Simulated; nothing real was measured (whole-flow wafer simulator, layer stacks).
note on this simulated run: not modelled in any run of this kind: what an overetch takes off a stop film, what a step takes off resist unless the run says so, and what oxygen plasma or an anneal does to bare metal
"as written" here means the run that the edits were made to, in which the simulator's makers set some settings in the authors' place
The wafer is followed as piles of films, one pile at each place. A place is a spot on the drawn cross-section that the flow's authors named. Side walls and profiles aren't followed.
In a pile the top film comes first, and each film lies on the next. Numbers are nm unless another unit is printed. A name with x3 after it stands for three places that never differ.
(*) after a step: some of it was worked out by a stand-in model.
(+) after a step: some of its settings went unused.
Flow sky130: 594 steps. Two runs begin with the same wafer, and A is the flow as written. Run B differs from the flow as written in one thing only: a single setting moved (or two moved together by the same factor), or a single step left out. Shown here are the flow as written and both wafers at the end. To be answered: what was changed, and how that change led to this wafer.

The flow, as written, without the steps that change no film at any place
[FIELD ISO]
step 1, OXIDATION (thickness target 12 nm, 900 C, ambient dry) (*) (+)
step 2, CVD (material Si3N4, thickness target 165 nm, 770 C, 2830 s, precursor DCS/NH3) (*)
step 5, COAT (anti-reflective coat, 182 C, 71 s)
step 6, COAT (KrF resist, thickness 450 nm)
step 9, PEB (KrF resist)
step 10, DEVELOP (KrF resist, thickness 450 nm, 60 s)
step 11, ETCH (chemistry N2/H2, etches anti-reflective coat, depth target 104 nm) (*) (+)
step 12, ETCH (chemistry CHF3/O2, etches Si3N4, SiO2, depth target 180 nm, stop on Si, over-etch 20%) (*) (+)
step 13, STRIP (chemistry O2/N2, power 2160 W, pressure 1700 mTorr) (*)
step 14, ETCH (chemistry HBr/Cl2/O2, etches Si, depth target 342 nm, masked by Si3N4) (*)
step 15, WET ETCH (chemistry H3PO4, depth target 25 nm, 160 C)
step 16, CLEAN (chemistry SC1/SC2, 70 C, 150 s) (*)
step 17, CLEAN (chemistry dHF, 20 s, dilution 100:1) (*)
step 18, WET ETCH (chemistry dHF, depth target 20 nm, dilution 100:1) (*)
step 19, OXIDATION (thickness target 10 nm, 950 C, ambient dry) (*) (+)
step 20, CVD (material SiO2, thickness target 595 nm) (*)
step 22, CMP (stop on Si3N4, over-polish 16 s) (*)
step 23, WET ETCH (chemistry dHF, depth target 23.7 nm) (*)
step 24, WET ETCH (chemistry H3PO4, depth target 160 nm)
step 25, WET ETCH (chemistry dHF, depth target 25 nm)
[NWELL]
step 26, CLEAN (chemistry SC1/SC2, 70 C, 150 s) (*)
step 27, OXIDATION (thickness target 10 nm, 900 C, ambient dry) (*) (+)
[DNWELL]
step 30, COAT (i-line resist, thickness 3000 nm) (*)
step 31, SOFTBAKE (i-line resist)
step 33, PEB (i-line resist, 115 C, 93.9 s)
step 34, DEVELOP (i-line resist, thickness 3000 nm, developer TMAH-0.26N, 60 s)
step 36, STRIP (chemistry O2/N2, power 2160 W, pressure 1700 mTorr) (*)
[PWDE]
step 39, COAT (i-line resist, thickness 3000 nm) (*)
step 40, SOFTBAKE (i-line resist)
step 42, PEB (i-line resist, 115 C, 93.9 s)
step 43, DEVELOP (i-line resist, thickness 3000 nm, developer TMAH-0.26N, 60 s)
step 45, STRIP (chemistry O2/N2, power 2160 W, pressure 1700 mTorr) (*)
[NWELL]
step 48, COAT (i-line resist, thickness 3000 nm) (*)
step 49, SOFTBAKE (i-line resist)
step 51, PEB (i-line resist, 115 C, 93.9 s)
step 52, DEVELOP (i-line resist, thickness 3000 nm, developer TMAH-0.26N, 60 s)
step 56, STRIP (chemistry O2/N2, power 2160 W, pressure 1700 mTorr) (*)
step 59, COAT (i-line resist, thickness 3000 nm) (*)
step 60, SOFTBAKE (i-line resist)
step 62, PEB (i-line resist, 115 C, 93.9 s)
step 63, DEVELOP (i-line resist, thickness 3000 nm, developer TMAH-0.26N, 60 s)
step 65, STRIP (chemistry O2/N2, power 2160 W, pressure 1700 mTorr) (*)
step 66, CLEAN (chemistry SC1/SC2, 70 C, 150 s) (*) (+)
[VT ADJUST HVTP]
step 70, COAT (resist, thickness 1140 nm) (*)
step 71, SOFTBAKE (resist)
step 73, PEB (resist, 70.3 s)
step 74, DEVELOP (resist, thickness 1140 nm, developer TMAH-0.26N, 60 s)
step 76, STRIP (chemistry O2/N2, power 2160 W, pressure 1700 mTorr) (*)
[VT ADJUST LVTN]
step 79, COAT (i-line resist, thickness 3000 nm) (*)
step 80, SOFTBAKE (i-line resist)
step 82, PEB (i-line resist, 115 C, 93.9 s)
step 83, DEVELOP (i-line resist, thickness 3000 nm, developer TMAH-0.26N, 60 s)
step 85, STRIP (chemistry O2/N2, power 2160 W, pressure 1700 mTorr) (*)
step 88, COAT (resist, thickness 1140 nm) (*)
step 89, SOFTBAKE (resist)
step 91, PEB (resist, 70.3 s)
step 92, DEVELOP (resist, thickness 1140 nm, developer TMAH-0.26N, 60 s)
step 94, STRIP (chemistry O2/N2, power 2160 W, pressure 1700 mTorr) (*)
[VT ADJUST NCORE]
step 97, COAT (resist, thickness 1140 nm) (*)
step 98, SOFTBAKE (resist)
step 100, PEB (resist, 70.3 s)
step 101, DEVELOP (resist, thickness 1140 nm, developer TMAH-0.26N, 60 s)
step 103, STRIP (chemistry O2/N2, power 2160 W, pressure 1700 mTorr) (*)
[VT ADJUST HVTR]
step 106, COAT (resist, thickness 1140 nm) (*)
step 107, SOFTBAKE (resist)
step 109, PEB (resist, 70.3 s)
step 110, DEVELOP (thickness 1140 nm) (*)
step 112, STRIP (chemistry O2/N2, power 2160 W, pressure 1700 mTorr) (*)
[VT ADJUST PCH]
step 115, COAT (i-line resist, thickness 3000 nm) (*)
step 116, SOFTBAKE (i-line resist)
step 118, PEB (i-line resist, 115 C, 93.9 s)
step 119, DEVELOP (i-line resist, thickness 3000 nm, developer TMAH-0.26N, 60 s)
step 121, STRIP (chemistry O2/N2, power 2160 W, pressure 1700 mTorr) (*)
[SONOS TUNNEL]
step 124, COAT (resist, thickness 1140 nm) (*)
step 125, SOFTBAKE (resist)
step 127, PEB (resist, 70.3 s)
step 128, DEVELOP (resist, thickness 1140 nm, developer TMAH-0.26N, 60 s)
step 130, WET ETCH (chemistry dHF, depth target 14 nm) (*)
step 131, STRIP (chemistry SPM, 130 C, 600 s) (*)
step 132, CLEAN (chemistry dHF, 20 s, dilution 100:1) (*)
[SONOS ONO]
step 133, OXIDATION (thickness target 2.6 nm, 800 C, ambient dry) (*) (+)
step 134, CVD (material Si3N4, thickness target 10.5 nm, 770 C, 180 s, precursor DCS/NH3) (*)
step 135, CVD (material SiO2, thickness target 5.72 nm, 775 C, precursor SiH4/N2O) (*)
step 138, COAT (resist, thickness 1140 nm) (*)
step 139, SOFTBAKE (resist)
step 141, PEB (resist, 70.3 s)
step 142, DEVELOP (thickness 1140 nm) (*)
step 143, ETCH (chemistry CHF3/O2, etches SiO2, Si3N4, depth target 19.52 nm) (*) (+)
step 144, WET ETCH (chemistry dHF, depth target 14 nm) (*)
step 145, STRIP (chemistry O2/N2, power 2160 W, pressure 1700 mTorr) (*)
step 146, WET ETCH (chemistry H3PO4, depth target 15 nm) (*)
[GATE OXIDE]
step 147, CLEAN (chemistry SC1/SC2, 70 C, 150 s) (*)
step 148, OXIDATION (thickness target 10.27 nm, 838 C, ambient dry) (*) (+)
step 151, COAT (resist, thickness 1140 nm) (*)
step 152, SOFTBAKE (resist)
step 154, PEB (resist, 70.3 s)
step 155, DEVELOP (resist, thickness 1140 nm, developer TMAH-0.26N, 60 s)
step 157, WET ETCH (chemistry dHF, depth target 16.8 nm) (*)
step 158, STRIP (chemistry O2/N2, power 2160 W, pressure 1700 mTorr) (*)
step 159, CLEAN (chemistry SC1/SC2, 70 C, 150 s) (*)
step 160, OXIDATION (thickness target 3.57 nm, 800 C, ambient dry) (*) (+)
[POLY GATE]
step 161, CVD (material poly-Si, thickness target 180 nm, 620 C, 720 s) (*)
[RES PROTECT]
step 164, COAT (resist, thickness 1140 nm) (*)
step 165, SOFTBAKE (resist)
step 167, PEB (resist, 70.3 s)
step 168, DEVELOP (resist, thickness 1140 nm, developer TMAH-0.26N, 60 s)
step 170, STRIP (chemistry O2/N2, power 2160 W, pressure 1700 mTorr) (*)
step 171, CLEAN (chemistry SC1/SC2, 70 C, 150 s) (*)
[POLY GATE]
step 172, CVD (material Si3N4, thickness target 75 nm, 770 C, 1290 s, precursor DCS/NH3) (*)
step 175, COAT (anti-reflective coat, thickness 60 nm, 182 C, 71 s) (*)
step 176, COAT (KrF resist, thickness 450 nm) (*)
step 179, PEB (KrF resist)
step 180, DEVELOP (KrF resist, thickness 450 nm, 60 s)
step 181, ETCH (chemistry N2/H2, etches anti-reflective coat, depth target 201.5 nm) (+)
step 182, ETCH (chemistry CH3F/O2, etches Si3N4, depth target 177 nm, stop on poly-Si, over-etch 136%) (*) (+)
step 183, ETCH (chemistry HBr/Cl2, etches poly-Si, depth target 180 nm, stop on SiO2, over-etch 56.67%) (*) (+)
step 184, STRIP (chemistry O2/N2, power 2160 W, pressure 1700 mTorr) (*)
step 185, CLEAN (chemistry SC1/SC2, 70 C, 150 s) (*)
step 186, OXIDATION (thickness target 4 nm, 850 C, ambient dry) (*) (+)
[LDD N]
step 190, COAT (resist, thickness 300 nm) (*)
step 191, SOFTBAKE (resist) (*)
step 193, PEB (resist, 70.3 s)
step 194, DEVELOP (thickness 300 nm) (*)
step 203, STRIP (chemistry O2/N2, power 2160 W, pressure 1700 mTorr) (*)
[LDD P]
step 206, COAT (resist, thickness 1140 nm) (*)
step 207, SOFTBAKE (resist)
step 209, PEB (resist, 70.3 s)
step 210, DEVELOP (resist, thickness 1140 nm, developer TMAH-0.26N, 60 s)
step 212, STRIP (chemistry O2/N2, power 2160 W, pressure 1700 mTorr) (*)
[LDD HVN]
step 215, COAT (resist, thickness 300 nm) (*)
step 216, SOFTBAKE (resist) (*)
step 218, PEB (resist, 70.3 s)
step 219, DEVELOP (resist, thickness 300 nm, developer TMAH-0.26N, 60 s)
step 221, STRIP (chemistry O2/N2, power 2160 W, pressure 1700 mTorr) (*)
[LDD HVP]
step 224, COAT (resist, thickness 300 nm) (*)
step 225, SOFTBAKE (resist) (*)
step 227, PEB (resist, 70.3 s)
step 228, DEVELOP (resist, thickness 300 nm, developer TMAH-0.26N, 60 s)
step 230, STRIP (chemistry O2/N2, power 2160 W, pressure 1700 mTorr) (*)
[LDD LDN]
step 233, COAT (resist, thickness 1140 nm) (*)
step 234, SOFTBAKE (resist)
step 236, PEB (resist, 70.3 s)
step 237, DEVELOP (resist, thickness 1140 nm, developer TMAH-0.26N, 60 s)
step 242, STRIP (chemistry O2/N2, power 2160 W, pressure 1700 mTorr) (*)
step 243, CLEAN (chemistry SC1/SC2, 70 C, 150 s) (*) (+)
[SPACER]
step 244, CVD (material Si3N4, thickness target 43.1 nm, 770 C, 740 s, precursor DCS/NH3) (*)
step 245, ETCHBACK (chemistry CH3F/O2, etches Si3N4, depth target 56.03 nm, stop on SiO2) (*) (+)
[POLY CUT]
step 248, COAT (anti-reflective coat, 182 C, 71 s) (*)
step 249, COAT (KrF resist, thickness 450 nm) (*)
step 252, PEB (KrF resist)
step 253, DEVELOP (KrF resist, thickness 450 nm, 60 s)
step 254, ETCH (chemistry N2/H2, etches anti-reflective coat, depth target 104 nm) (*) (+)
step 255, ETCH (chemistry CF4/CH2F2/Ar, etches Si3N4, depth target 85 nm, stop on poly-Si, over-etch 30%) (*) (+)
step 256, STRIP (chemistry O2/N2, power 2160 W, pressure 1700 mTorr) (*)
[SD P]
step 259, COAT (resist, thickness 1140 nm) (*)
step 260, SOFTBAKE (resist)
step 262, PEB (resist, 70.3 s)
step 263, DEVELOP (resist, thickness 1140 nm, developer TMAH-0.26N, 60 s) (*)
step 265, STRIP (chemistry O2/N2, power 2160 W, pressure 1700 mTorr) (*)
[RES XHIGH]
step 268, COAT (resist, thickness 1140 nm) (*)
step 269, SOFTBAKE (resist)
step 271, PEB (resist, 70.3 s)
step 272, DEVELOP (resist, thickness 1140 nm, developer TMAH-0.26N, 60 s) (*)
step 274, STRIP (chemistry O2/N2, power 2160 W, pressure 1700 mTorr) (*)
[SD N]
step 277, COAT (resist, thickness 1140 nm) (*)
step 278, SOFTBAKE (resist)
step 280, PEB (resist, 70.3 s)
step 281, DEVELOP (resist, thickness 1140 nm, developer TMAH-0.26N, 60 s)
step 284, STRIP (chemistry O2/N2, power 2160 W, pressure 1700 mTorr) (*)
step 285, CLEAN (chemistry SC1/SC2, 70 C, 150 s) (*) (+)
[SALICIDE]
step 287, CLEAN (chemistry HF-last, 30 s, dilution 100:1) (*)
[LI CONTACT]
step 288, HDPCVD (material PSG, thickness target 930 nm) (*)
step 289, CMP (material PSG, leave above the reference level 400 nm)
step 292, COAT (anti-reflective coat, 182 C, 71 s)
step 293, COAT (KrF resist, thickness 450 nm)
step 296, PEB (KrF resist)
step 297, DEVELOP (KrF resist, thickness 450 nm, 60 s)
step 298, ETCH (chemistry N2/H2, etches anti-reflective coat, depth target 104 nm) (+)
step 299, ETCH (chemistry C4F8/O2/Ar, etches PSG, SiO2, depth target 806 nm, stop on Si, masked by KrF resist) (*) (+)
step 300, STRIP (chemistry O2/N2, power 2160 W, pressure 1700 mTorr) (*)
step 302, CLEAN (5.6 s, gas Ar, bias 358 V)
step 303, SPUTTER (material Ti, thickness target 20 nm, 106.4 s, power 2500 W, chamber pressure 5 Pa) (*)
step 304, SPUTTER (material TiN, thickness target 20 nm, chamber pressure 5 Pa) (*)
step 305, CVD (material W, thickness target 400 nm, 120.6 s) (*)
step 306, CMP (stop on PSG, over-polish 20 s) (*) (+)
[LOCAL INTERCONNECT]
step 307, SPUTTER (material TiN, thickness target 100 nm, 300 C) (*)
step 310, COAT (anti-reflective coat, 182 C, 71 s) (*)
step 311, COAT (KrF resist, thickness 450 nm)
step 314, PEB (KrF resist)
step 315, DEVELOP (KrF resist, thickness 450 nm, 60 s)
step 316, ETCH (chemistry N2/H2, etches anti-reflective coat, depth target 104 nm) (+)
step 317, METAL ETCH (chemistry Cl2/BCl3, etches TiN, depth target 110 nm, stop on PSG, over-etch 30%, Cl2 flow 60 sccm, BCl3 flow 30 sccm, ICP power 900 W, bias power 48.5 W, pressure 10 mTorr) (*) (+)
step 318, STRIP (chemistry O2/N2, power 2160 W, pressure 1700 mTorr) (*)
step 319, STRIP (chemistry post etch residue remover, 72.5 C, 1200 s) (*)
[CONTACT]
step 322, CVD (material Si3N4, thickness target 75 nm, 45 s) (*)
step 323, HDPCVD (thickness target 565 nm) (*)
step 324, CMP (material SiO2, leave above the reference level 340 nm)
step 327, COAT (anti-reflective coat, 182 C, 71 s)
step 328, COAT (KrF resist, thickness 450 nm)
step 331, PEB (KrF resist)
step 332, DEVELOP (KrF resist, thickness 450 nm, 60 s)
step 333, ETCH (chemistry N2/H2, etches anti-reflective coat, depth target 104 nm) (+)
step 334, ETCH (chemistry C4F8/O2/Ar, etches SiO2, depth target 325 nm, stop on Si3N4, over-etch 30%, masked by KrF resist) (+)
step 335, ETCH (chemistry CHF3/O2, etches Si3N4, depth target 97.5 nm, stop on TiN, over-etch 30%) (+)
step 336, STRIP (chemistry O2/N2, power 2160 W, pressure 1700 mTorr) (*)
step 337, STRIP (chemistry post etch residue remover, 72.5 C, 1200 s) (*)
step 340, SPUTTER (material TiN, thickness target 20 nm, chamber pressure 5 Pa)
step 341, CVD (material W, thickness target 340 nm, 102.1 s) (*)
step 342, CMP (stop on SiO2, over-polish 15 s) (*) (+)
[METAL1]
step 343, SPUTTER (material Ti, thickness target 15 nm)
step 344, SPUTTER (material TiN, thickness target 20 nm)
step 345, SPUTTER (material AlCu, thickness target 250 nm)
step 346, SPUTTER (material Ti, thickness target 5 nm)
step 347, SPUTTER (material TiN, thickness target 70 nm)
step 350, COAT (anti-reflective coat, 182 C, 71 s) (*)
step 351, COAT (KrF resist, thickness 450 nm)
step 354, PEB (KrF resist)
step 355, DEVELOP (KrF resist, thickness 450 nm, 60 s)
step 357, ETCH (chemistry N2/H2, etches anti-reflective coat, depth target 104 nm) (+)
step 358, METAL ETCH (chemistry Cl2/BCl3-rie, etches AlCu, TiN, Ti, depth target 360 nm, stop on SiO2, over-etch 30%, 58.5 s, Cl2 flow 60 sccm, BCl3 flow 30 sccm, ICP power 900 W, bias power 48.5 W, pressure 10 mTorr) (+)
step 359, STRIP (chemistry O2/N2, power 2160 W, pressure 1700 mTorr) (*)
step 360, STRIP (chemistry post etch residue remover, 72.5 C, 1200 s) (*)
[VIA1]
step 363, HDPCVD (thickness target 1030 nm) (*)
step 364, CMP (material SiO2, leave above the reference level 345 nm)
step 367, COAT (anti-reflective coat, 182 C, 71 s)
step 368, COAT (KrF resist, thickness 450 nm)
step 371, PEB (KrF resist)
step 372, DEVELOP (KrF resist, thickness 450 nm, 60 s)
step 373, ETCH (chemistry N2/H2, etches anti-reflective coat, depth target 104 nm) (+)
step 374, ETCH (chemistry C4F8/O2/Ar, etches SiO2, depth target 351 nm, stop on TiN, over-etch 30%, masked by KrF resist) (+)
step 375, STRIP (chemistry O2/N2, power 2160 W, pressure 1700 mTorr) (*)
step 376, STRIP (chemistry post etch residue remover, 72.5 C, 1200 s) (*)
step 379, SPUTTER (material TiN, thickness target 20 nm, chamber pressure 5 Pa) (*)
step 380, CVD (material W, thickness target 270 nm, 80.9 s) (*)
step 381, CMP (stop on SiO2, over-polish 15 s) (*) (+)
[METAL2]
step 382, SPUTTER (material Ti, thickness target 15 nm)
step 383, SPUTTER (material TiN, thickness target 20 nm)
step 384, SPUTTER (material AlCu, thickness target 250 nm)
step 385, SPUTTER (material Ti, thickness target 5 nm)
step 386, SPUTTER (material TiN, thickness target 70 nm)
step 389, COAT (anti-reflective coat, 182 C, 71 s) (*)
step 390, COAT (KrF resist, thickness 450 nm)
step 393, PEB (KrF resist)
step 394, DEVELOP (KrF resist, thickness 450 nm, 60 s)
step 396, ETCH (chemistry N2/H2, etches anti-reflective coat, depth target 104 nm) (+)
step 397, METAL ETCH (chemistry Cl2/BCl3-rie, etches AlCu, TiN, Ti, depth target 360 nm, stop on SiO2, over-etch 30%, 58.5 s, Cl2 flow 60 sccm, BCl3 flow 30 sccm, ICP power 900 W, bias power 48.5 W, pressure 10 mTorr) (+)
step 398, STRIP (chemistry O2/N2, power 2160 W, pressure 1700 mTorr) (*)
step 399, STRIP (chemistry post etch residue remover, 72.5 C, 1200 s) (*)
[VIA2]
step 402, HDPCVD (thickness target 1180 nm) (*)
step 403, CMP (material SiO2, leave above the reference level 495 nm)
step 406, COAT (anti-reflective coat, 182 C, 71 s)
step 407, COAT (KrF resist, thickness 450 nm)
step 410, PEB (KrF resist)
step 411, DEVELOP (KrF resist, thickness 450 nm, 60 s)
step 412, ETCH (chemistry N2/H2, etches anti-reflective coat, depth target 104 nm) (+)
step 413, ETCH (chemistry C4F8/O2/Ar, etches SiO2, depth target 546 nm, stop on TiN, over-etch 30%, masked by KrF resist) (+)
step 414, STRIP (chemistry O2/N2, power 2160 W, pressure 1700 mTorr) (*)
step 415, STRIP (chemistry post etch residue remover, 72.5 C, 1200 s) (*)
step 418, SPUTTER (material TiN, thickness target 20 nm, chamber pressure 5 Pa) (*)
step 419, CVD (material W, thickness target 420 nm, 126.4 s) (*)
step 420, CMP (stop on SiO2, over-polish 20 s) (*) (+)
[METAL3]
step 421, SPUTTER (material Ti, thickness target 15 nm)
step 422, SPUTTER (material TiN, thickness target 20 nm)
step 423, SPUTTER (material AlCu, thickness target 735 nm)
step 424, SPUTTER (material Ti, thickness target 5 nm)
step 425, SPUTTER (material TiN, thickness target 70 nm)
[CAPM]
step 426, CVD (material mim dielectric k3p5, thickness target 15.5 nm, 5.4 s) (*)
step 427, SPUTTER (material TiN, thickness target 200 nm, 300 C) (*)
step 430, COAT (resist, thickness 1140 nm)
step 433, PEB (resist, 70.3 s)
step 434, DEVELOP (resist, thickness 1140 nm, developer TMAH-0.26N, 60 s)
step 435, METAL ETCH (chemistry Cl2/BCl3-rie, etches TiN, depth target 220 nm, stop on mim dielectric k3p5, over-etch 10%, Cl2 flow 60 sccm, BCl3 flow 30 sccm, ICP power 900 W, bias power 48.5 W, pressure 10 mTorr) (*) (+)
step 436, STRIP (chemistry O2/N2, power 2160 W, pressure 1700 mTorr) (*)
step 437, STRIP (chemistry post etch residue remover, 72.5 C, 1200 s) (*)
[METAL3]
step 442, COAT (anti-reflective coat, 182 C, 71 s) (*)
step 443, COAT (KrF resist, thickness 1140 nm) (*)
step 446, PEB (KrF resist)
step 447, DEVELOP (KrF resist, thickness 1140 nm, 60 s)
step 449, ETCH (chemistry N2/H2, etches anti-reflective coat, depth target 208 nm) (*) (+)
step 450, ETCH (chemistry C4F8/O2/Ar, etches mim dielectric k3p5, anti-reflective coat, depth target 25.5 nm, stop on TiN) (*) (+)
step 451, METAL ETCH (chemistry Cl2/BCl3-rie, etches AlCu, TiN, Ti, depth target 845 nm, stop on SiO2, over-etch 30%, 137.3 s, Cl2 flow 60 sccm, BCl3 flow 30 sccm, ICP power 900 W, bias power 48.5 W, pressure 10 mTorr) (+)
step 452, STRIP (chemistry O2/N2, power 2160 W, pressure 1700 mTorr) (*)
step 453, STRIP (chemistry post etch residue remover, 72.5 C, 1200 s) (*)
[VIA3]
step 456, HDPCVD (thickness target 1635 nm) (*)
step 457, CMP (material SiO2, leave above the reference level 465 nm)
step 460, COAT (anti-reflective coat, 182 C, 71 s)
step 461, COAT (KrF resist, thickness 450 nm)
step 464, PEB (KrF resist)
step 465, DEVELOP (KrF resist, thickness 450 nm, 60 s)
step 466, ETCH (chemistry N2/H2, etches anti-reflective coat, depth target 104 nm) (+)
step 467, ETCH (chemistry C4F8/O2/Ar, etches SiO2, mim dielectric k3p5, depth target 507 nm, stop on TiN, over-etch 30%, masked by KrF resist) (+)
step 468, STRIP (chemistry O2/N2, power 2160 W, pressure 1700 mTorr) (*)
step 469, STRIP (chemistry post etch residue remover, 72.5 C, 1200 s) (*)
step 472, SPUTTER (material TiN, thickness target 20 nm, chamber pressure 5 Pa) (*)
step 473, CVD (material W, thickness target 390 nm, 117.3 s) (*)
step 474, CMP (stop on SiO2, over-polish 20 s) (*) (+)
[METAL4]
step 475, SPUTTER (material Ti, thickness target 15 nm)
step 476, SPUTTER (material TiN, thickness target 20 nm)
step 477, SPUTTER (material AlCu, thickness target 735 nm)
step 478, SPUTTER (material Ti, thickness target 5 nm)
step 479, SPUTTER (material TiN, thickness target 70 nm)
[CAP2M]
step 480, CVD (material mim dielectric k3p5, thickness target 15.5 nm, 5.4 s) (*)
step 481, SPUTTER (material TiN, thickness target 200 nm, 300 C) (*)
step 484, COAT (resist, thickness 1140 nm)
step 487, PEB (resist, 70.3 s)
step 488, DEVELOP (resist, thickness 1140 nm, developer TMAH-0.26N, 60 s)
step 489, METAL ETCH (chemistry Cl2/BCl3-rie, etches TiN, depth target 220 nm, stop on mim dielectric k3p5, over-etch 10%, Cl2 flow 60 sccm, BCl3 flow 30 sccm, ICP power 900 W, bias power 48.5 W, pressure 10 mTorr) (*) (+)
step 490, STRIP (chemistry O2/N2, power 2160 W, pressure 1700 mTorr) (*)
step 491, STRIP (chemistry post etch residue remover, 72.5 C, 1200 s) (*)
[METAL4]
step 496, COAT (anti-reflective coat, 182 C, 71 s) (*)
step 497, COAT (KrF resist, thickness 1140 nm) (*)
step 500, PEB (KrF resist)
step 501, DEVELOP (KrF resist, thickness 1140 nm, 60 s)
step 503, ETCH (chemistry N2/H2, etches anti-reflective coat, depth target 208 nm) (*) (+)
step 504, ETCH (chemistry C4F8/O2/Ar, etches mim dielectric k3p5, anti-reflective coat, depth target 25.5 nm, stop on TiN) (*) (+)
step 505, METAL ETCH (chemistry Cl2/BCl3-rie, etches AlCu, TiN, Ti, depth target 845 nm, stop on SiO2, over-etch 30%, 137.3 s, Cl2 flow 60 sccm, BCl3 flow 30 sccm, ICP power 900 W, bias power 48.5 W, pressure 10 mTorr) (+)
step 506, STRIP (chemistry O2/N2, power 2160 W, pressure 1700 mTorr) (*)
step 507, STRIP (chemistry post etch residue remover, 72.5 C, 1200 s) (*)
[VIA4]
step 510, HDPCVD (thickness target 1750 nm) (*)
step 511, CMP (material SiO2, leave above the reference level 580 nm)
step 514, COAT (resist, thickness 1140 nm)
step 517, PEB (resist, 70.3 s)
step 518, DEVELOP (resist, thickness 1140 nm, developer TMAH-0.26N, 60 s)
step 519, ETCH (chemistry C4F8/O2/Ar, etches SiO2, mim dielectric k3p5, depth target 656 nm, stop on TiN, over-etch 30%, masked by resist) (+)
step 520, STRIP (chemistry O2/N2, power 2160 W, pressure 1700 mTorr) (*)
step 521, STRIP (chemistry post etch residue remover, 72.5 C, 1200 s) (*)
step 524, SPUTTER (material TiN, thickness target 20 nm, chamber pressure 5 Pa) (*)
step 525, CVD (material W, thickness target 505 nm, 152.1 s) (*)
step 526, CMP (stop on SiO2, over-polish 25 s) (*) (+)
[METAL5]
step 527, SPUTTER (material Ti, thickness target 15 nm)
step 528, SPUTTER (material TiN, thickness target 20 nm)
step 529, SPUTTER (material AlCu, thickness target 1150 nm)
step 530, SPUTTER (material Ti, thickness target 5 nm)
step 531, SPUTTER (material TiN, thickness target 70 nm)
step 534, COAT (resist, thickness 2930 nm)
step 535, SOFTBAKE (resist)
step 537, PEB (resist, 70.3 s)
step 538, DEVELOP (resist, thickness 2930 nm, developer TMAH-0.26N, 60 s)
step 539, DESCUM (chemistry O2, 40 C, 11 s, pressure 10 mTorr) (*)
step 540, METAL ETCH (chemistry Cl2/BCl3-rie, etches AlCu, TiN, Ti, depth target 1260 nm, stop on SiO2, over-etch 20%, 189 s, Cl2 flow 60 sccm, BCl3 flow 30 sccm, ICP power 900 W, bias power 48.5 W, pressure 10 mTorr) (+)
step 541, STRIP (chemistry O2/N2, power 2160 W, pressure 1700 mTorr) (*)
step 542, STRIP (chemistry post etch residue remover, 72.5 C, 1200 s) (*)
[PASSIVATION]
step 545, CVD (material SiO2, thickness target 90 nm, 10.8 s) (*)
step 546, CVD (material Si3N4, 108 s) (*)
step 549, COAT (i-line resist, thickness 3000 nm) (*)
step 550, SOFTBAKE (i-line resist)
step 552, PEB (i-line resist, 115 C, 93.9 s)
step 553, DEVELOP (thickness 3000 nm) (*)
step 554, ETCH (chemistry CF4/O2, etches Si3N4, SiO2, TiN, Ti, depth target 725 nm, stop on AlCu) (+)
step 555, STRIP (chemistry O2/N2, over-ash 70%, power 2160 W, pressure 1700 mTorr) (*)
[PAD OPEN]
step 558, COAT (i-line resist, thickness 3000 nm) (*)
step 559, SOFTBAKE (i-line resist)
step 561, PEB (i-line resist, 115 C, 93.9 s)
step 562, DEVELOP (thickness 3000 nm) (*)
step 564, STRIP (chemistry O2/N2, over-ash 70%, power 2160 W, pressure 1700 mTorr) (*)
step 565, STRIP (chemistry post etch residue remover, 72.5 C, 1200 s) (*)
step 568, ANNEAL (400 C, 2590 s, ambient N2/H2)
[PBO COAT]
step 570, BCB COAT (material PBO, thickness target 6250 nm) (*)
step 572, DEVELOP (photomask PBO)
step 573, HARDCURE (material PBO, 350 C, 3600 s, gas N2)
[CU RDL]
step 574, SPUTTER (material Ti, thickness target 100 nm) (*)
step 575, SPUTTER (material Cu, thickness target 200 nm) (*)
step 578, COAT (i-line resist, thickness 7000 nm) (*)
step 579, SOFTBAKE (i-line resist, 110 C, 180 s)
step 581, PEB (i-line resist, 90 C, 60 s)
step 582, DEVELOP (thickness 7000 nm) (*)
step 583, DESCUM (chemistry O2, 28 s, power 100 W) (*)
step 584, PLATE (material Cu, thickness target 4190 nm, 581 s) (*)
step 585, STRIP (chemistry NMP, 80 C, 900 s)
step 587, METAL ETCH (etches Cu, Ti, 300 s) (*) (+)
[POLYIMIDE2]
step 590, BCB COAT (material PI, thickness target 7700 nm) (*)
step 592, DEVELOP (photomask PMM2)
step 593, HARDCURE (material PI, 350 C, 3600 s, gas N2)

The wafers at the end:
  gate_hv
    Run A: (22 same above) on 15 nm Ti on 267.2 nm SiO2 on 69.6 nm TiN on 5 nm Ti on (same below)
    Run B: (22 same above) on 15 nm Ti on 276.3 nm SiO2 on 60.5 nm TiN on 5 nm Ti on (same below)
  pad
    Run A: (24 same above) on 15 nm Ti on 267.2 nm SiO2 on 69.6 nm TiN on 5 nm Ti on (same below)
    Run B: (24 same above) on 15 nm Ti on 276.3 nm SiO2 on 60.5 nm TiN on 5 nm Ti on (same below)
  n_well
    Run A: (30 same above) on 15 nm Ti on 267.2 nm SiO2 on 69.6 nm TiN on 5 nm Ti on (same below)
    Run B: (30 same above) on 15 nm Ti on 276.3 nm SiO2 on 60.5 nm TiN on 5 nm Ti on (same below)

Cause: step 347, SPUTTER: thickness target 60.9 nm was run, while the flow as written has thickness target 70 nm.

How this came from the change, step by step:
  step 347, SPUTTER (material TiN, thickness target 70 nm)
      field, active, n_well and 188 more: A +70 TiN (new film) | B +60.9 TiN (new film)
  step 358, METAL ETCH (chemistry Cl2/BCl3-rie, etches AlCu, TiN, Ti, depth target 360 nm, stop on SiO2, over-etch 30%, 58.5 s, Cl2 flow 60 sccm, BCl3 flow 30 sccm, ICP power 900 W, bias power 48.5 W, pressure 10 mTorr) (+)
      field, active, gate and 81 more: A -68.7 TiN (all of it), -5 Ti (all of it), -250 AlCu (all of it), -20 TiN (all of it), -15 Ti (all of it), -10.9 SiO2 | B -59.6 TiN (all of it), -5 Ti (all of it), -250 AlCu (all of it), -20 TiN (all of it), -15 Ti (all of it), -11.8 SiO2
  step 374, ETCH (chemistry C4F8/O2/Ar, etches SiO2, depth target 351 nm, stop on TiN, over-etch 30%, masked by KrF resist) (+)
      m1, via1_hole: A -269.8 SiO2 (all of it) | B -278.9 SiO2 (all of it)
